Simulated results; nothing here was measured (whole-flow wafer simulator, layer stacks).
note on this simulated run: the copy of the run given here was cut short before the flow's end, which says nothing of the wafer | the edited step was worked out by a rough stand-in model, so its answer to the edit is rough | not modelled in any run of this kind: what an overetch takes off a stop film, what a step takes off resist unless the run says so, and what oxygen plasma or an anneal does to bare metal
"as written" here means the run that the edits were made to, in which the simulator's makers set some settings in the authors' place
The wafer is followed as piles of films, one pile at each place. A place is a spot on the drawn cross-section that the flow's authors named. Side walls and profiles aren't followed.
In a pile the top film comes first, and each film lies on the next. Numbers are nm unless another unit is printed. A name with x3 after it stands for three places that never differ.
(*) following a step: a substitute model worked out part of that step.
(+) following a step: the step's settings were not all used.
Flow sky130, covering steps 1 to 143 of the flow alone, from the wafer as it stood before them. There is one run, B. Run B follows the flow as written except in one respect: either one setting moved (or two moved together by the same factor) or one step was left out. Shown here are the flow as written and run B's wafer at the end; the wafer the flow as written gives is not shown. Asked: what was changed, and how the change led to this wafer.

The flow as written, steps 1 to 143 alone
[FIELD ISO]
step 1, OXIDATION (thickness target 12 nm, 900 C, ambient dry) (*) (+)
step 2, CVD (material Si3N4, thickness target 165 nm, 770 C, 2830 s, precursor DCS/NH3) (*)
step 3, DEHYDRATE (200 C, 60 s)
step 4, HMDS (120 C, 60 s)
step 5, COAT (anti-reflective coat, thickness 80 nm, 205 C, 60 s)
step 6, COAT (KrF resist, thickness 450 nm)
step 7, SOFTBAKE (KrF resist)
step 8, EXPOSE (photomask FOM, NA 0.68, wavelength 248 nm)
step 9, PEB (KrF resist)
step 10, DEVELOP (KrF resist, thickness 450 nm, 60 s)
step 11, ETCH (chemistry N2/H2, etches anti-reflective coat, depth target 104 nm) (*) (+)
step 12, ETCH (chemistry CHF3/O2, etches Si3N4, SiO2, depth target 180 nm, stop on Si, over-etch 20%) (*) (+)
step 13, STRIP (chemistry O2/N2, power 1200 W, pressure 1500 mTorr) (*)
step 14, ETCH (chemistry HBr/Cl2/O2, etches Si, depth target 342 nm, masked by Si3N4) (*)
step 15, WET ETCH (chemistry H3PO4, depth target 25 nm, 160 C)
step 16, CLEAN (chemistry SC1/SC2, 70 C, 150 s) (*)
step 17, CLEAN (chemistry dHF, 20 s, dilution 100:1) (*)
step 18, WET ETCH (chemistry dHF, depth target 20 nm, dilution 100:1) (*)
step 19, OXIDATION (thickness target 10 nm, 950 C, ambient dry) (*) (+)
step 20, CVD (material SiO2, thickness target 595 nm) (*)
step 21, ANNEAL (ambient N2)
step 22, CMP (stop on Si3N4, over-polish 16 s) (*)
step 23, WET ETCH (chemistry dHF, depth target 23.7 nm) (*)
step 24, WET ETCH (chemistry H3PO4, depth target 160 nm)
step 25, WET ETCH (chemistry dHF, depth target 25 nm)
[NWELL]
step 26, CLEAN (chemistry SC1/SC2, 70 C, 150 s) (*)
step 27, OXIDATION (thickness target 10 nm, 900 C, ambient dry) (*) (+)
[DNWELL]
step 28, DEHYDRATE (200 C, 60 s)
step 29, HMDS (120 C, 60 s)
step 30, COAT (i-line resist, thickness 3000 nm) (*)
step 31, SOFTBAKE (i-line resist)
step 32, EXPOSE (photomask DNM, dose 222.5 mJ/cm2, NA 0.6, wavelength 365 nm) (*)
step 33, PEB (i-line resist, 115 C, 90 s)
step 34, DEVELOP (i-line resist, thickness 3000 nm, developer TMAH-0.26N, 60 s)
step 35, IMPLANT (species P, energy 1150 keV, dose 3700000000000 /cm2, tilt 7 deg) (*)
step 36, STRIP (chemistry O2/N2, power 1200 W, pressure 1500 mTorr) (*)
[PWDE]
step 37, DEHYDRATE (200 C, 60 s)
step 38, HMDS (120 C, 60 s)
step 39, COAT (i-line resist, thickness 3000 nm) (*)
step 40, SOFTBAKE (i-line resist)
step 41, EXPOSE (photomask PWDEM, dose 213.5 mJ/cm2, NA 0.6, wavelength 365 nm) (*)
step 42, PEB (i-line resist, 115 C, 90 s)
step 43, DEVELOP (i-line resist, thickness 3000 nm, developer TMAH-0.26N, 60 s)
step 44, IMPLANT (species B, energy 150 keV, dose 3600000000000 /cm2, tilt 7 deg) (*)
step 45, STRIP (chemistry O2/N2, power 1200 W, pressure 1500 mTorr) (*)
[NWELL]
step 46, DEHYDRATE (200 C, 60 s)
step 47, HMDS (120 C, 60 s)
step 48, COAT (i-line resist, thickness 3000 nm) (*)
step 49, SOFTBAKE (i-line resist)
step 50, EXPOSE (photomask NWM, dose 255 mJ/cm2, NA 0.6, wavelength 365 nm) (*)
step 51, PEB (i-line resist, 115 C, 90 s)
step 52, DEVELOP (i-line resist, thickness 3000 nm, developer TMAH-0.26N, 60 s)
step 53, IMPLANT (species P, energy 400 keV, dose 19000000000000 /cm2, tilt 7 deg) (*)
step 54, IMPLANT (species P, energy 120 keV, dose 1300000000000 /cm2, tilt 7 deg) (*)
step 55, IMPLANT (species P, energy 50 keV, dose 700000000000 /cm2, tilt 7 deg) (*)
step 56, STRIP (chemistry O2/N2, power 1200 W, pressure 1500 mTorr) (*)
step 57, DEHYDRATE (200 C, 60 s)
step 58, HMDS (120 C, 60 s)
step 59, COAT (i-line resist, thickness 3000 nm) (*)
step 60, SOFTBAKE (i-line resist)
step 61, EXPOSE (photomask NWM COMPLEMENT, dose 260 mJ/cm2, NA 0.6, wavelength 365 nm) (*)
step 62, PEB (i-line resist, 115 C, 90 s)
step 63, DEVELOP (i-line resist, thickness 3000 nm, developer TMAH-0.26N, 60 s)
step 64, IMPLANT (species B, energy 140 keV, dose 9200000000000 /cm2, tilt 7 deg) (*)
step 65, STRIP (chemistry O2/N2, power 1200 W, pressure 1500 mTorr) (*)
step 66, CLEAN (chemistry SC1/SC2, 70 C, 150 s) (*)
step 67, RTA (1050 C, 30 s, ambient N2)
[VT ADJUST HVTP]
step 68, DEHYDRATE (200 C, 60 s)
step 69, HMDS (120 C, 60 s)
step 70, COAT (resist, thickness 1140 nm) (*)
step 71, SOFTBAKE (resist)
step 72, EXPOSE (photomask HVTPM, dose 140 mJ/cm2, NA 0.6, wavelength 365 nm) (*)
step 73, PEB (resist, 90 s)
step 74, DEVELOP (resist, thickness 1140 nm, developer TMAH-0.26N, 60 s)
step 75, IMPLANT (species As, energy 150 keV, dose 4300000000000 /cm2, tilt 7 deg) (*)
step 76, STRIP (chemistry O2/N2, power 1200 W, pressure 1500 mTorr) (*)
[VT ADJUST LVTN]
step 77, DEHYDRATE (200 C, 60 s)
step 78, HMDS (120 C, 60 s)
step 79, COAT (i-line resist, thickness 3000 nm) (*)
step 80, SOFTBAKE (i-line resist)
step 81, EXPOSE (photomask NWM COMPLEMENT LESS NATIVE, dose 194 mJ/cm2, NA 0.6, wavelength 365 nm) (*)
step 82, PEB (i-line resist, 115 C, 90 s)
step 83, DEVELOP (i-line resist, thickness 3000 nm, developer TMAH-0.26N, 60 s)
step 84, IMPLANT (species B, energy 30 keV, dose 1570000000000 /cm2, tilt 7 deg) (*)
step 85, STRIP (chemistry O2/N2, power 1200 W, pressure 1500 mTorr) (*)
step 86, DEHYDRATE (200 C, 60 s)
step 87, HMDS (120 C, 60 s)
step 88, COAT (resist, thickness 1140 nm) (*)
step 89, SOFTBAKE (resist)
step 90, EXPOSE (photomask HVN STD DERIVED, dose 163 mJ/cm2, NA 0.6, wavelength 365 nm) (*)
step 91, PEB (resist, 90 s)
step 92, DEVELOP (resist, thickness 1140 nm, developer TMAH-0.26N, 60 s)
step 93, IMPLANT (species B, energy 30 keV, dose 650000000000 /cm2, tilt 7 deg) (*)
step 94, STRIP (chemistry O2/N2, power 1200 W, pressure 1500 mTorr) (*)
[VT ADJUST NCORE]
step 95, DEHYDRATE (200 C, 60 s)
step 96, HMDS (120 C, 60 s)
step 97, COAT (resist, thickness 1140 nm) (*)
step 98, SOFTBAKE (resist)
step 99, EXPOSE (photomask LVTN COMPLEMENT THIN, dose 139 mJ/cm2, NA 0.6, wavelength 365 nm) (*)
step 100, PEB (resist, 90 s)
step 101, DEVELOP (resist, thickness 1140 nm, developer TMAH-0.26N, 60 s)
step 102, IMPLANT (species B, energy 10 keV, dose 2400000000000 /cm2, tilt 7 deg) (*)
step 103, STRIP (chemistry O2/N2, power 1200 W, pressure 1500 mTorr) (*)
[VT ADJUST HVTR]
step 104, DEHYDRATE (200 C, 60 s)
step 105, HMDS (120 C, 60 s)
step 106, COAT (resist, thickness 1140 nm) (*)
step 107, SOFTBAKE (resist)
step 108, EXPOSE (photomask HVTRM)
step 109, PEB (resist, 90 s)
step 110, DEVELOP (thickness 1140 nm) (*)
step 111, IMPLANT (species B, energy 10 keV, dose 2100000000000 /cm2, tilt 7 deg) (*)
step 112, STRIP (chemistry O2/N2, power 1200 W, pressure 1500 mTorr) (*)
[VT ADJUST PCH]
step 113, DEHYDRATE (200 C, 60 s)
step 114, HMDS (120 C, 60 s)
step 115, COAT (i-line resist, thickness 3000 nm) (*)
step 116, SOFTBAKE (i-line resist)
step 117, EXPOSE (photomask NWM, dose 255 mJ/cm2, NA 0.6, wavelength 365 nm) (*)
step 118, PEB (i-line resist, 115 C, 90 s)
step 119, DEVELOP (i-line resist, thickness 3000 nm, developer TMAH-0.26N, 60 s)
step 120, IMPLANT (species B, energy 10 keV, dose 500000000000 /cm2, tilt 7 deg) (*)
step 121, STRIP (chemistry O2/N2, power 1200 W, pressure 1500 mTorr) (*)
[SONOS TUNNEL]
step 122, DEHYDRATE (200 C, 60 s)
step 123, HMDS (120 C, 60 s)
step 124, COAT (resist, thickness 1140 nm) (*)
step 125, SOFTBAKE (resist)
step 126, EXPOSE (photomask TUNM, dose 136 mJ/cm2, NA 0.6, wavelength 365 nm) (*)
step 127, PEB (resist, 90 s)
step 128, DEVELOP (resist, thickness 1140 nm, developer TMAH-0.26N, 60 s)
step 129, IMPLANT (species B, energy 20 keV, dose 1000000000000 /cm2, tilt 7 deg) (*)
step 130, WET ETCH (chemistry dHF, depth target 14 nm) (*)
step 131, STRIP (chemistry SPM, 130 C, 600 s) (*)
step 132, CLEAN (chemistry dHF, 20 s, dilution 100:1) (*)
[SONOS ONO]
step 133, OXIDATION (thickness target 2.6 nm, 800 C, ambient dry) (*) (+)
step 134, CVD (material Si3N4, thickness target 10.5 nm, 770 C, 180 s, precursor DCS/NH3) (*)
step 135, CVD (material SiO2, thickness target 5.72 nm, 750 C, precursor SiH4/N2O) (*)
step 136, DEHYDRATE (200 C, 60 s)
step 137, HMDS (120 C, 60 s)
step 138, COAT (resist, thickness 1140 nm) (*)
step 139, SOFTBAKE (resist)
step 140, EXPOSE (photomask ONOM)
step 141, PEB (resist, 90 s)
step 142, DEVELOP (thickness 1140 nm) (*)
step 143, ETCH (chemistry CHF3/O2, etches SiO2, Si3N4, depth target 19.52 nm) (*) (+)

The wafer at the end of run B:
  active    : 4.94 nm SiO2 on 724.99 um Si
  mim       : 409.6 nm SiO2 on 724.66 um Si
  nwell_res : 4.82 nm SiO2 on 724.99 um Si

What caused this: step 143, ETCH: depth target 21.82 nm was run, though the flow has depth target 19.52 nm.

Step by step, how the change led to this:
  step 143, ETCH (chemistry CHF3/O2, etches SiO2, Si3N4, depth target 19.52 nm) (*) (+)
      field, active, p_well x5 and 179 more: SiO2 loses 5.72 (all of it), Si3N4 loses 10.5 (all of it), SiO2 loses 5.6 (as written it would have been: SiO2 loses 5.72 (all of it), Si3N4 loses 10.5 (all of it), SiO2 loses 3.3)
      sonos_cell, sonos_cell_x: resist loses 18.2 (as written it would have been: resist loses 16.3)
